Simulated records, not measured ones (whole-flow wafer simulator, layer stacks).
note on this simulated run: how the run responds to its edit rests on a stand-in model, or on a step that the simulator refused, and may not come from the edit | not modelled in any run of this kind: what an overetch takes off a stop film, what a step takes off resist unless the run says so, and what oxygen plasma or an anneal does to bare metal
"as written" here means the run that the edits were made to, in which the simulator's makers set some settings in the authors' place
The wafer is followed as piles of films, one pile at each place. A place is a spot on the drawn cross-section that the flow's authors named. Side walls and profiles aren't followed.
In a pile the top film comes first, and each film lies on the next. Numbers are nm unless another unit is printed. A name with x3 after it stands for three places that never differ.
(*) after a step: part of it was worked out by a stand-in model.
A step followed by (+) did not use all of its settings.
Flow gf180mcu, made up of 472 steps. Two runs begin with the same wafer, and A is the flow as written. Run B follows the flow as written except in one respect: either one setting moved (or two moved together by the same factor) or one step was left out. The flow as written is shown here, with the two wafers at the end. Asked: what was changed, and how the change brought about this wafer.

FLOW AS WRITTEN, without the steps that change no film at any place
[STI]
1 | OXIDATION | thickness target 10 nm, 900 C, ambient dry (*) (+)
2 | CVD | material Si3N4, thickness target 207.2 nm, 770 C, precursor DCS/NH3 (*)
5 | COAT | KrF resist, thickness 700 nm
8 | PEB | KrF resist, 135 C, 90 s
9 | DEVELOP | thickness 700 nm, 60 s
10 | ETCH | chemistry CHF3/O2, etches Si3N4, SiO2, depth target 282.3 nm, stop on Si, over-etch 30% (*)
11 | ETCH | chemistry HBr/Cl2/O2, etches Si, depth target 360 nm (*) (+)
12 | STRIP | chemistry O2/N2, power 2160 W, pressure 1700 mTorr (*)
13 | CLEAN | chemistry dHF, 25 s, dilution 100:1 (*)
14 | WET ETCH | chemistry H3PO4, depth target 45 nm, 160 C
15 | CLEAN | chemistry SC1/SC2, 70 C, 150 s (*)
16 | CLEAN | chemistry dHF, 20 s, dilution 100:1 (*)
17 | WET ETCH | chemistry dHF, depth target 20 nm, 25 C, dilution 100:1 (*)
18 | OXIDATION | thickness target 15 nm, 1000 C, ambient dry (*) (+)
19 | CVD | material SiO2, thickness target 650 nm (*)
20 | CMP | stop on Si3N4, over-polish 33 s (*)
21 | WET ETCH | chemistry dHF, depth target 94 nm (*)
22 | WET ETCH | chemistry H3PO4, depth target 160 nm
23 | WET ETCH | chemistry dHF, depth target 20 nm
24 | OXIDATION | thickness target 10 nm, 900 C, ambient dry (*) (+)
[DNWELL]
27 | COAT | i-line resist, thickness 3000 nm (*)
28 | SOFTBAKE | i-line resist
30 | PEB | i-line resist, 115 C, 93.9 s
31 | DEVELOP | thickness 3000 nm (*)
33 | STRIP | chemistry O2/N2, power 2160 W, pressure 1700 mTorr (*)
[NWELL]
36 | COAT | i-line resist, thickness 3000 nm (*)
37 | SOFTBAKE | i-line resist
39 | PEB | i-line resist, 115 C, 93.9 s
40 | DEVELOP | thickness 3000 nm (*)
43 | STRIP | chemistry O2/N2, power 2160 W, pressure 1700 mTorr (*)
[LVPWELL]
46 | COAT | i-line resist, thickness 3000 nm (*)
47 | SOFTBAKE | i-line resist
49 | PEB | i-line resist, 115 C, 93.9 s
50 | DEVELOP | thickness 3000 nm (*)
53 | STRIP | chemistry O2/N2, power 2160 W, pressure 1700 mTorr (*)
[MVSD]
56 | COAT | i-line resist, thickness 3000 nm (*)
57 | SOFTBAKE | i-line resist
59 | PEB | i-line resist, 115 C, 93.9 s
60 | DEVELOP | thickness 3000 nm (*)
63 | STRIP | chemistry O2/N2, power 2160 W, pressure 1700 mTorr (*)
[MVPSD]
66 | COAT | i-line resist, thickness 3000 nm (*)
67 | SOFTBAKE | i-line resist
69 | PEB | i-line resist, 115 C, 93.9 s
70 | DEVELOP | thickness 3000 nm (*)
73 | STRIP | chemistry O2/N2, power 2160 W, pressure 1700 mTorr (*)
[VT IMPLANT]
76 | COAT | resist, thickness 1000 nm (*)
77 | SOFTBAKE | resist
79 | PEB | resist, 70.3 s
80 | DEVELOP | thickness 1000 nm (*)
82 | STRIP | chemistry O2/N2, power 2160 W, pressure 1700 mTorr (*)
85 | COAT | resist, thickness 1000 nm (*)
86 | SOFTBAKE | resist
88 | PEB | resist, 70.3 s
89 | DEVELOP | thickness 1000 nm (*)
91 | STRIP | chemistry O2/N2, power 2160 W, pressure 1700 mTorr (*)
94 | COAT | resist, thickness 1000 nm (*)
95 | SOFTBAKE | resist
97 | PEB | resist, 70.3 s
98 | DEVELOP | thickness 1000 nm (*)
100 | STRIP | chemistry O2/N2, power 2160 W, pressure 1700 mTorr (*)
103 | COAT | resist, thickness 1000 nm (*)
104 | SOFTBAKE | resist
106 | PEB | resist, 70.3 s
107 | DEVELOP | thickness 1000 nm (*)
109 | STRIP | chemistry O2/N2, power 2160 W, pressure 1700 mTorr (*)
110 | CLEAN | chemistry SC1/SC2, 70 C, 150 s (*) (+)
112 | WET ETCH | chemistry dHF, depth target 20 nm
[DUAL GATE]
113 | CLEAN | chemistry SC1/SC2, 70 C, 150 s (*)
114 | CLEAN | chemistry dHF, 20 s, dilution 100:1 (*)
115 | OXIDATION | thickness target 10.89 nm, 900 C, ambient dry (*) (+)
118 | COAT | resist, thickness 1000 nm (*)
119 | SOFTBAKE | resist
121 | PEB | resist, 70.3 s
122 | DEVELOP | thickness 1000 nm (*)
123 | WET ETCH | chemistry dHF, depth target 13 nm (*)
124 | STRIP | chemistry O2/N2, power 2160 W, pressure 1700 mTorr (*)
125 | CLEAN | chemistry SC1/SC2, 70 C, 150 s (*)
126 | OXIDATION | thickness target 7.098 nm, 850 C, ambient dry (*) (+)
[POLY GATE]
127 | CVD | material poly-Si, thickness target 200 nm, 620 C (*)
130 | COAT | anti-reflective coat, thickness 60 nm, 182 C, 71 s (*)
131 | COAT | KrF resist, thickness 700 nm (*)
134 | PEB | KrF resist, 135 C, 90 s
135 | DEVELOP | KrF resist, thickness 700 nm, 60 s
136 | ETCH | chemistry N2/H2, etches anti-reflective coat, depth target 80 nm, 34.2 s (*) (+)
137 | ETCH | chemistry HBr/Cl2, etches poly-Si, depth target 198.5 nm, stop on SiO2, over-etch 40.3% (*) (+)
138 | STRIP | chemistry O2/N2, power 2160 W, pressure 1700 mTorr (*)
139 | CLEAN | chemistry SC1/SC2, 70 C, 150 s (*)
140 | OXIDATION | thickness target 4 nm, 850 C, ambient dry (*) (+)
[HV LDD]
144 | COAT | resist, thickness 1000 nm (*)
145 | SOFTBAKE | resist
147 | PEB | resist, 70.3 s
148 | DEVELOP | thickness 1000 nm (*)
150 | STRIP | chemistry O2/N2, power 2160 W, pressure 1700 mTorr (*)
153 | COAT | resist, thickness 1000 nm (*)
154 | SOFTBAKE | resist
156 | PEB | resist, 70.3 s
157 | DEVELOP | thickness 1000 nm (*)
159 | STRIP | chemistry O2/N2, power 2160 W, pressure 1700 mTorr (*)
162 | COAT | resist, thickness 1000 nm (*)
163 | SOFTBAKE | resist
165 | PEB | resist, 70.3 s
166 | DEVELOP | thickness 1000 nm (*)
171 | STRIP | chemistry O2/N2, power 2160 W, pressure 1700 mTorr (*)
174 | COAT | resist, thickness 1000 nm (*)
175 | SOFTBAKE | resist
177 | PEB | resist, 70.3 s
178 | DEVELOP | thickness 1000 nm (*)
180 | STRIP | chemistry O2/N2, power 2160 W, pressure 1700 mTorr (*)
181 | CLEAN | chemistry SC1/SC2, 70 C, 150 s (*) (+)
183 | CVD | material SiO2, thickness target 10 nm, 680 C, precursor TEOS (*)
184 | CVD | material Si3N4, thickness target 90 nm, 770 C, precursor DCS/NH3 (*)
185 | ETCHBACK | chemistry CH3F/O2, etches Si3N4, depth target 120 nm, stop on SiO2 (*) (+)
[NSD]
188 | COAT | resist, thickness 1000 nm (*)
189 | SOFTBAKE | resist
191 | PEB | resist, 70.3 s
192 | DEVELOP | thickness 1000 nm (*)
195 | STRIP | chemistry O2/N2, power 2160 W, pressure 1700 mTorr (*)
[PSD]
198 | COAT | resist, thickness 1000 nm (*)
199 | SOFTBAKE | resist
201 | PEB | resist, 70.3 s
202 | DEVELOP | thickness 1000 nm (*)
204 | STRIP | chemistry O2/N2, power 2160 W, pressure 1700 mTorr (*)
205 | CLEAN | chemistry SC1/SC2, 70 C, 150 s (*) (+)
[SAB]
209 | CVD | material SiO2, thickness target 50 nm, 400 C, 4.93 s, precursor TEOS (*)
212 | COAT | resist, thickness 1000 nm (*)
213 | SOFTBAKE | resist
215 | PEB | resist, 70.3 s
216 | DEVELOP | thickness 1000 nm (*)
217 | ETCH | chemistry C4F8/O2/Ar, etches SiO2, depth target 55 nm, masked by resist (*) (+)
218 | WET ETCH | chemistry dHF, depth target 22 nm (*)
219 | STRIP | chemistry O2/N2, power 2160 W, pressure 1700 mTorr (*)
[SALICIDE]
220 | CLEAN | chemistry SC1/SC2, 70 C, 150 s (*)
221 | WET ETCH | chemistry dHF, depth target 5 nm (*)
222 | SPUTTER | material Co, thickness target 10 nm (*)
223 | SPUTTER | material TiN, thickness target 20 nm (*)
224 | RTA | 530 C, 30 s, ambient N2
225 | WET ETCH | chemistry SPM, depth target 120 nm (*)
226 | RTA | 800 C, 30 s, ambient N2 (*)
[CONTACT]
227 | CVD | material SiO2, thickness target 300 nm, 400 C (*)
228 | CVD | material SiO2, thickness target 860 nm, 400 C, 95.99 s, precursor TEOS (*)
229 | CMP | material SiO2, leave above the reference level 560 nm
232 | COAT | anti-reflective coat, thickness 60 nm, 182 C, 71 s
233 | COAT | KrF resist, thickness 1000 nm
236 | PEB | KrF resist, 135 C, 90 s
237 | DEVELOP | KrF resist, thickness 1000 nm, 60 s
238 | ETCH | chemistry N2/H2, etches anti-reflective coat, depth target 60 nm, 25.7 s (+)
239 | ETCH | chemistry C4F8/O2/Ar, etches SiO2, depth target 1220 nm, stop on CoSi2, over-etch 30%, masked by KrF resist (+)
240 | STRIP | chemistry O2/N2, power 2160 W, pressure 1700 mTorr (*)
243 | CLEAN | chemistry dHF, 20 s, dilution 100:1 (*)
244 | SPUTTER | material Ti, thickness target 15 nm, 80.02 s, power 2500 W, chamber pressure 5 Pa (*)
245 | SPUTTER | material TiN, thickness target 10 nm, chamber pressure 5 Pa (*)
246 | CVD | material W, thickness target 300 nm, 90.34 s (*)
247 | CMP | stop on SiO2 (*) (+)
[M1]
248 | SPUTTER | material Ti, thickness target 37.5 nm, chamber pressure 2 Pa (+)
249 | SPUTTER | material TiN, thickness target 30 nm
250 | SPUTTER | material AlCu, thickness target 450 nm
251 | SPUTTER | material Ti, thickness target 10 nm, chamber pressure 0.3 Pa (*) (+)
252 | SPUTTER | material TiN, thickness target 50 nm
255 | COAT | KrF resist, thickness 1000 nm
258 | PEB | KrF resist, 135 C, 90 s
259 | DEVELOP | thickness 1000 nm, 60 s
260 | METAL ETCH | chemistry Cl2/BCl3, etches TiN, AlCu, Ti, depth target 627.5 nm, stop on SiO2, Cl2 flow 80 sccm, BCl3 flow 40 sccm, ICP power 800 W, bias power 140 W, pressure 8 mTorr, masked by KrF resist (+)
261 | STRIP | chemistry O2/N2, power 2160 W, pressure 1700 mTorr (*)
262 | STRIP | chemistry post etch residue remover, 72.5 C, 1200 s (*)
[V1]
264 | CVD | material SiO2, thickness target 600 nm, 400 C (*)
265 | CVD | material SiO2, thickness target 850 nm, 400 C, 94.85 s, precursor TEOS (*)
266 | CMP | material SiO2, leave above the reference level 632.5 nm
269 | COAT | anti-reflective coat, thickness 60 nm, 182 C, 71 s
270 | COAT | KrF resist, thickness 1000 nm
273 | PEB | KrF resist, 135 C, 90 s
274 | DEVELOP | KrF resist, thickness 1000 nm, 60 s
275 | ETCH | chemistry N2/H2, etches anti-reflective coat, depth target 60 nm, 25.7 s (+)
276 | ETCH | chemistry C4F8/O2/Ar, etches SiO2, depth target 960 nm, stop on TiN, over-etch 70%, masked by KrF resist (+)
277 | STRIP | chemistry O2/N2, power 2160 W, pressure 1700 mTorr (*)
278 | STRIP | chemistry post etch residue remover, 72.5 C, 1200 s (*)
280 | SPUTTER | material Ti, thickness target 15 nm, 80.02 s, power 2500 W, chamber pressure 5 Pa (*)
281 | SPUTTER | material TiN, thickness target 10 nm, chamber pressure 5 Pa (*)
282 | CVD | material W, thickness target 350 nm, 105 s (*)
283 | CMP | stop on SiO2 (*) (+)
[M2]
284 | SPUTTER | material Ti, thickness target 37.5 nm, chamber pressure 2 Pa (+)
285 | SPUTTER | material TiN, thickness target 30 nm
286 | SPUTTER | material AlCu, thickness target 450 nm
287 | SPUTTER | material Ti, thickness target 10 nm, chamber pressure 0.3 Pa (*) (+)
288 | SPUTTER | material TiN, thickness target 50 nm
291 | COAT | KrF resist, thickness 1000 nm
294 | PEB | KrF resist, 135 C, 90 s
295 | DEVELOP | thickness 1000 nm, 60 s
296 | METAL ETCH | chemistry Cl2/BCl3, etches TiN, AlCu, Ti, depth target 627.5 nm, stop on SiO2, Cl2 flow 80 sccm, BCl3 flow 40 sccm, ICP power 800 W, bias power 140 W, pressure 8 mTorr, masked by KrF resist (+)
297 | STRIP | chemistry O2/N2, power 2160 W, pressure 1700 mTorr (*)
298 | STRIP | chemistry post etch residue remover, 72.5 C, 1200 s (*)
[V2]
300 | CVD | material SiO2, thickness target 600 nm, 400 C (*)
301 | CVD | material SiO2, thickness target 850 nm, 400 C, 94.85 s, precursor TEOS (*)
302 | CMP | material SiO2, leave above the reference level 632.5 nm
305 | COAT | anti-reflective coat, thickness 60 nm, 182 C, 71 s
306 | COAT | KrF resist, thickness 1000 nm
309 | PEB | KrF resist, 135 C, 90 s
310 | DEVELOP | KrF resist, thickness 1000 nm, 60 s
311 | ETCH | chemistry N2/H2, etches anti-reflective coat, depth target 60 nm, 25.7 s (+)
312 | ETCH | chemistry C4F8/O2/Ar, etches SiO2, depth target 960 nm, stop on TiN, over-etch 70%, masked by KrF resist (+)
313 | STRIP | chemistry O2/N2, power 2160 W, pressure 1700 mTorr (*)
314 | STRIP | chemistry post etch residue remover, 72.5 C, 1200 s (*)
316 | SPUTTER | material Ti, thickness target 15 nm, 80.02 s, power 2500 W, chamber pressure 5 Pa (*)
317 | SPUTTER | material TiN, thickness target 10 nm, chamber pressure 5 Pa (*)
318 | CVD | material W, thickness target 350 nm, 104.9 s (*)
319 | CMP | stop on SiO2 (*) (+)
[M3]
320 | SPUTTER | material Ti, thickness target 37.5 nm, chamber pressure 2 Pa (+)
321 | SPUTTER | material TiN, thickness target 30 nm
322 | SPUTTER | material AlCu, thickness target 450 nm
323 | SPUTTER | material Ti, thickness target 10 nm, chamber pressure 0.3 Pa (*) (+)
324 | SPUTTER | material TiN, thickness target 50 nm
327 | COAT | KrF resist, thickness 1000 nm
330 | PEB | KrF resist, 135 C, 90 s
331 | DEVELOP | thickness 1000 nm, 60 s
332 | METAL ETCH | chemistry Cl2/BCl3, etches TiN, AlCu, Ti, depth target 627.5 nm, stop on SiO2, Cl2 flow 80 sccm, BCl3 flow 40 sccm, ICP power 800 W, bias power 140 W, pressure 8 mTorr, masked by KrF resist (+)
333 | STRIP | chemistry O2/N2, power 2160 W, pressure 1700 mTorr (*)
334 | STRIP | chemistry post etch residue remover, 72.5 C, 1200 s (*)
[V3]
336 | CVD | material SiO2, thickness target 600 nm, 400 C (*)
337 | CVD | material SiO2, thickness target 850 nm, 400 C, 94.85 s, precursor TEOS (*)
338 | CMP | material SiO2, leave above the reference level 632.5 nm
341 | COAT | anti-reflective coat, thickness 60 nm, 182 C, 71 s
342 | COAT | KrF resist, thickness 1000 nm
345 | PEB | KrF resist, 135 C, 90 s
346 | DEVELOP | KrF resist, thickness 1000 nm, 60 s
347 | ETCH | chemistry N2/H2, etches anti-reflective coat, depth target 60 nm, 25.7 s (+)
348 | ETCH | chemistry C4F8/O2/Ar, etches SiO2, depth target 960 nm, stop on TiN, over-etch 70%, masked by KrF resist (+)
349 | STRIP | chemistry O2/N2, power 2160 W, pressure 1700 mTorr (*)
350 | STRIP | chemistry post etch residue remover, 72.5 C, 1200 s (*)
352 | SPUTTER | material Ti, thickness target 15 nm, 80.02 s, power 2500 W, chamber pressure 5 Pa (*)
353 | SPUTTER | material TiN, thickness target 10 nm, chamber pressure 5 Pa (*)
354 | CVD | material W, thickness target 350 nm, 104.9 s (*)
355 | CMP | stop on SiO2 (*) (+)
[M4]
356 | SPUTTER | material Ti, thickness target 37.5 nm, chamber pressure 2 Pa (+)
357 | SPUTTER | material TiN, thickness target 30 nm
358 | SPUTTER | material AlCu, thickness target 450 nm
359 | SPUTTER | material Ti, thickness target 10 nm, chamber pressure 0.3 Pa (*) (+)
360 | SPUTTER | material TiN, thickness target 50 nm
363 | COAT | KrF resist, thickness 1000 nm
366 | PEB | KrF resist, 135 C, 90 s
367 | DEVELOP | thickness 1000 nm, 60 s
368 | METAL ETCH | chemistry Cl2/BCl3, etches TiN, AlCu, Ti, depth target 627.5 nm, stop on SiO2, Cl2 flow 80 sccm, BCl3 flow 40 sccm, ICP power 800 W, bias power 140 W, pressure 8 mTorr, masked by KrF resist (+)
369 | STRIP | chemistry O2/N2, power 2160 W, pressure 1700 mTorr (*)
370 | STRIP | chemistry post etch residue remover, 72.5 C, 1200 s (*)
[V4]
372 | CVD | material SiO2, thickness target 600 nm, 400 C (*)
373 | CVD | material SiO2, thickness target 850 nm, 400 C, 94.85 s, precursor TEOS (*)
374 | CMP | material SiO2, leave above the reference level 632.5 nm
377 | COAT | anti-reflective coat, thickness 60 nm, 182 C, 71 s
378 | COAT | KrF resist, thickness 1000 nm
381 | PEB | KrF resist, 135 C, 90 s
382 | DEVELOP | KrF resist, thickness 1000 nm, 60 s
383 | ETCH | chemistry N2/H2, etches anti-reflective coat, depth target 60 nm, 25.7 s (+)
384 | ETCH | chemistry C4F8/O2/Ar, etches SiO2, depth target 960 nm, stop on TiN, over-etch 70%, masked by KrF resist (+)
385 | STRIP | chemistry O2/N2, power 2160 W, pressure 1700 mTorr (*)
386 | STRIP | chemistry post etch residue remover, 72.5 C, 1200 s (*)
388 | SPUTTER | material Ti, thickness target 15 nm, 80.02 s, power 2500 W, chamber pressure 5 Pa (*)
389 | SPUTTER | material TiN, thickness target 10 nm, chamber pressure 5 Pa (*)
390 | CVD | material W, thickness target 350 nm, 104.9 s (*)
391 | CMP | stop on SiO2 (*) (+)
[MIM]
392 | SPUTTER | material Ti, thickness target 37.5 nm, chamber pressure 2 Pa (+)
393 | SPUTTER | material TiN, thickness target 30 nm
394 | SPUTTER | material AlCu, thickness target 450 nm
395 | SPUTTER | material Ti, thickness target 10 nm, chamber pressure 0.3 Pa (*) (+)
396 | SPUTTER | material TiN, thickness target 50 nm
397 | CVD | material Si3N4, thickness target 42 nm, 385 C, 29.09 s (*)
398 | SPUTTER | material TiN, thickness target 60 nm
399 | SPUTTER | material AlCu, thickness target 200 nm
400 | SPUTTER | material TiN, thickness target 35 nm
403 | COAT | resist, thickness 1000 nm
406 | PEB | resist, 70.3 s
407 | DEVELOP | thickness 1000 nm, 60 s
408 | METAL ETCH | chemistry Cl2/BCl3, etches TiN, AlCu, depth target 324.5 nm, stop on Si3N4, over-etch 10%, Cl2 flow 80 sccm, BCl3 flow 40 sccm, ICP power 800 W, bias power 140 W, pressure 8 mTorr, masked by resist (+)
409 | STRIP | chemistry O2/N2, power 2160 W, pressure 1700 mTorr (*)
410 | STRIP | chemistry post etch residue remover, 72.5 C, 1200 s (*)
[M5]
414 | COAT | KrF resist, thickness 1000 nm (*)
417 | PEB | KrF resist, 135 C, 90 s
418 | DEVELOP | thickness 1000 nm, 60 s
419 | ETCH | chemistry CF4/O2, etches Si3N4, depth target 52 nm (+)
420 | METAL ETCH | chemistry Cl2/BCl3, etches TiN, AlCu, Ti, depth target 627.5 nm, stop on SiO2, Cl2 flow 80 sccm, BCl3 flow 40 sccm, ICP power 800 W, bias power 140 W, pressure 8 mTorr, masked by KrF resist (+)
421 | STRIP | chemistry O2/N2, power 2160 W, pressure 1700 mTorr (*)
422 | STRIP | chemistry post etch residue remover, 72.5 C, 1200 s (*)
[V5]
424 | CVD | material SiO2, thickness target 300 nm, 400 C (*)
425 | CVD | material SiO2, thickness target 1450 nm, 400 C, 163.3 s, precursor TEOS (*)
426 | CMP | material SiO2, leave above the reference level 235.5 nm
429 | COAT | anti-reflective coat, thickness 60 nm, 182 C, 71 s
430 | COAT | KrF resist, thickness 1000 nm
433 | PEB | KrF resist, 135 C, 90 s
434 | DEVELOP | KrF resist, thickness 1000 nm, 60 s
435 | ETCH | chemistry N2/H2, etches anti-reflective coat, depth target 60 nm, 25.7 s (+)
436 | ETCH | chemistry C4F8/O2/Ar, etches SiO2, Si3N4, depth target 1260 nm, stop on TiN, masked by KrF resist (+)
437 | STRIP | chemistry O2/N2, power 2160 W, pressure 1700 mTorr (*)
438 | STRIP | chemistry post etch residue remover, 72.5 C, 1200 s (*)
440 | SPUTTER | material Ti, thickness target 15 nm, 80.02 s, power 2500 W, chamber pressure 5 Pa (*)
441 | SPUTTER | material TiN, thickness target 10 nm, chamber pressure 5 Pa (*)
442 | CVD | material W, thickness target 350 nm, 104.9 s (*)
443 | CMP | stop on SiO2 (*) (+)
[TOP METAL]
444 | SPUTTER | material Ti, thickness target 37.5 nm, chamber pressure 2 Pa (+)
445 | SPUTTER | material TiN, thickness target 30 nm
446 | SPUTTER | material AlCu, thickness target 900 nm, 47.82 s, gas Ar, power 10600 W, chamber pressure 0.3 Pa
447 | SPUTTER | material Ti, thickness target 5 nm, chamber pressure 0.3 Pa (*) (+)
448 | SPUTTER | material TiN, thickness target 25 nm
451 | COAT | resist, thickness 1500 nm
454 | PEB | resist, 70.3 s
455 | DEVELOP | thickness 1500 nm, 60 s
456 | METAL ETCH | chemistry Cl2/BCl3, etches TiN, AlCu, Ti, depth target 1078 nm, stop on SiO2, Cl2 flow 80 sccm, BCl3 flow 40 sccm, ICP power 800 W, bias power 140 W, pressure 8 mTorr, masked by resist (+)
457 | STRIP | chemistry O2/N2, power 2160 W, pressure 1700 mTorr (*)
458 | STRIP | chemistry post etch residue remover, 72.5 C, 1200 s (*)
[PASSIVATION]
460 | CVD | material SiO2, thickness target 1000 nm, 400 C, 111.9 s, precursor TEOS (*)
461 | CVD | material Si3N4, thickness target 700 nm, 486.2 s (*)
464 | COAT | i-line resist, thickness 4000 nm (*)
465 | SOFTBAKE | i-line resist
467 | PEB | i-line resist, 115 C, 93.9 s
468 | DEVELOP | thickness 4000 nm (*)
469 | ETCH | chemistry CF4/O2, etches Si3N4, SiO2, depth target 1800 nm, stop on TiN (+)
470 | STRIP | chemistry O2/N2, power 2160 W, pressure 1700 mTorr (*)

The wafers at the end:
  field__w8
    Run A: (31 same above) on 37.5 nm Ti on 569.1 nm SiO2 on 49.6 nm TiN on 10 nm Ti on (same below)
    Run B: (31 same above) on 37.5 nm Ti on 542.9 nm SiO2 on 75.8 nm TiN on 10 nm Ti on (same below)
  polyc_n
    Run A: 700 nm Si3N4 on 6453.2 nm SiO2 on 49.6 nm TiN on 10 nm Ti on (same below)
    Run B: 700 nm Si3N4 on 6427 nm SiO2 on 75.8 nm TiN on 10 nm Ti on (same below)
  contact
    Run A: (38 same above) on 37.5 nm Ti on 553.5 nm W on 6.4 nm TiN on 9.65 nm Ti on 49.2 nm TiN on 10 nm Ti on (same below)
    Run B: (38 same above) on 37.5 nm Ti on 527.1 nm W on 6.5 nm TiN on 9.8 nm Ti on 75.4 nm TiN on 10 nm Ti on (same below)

Cause: step 252, SPUTTER: thickness target 76.2 nm was run, whereas the flow has thickness target 50 nm.

How this came from the change, step by step:
  252 | SPUTTER | material TiN, thickness target 50 nm
      field, field__w1, field__w2 and 108 more: A TiN gains 50 (new film) | B TiN gains 76.2 (new film)
  260 | METAL ETCH | chemistry Cl2/BCl3, etches TiN, AlCu, Ti, depth target 627.5 nm, stop on SiO2, Cl2 flow 80 sccm, BCl3 flow 40 sccm, ICP power 800 W, bias power 140 W, pressure 8 mTorr, masked by KrF resist (+)
      field, field__w1, field__w2 and 99 more: A TiN loses 50 (all of it), Ti loses 10 (all of it), AlCu loses 450 (all of it), TiN loses 30 (all of it), Ti loses 37.5 (all of it) | B TiN loses 76.2 (all of it), Ti loses 10 (all of it), AlCu loses 450 (all of it), TiN loses 30 (all of it), Ti loses 37.5 (all of it)
  266 | CMP | material SiO2, leave above the reference level 632.5 nm
      field__w8, contact, m1 and 6 more: A SiO2 loses 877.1 | B SiO2 loses 903.3
  276 | ETCH | chemistry C4F8/O2/Ar, etches SiO2, depth target 960 nm, stop on TiN, over-etch 70%, masked by KrF resist (+)
      field, field__w1, field__w2 and 107 more: A KrF resist loses 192 | B KrF resist loses 185.7
      contact: A SiO2 loses 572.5 (all of it) | B SiO2 loses 546.3 (all of it)
  282 | CVD | material W, thickness target 350 nm, 105 s (*)
      contact: A W gains 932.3 (new film) | B W gains 905.8 (new film)
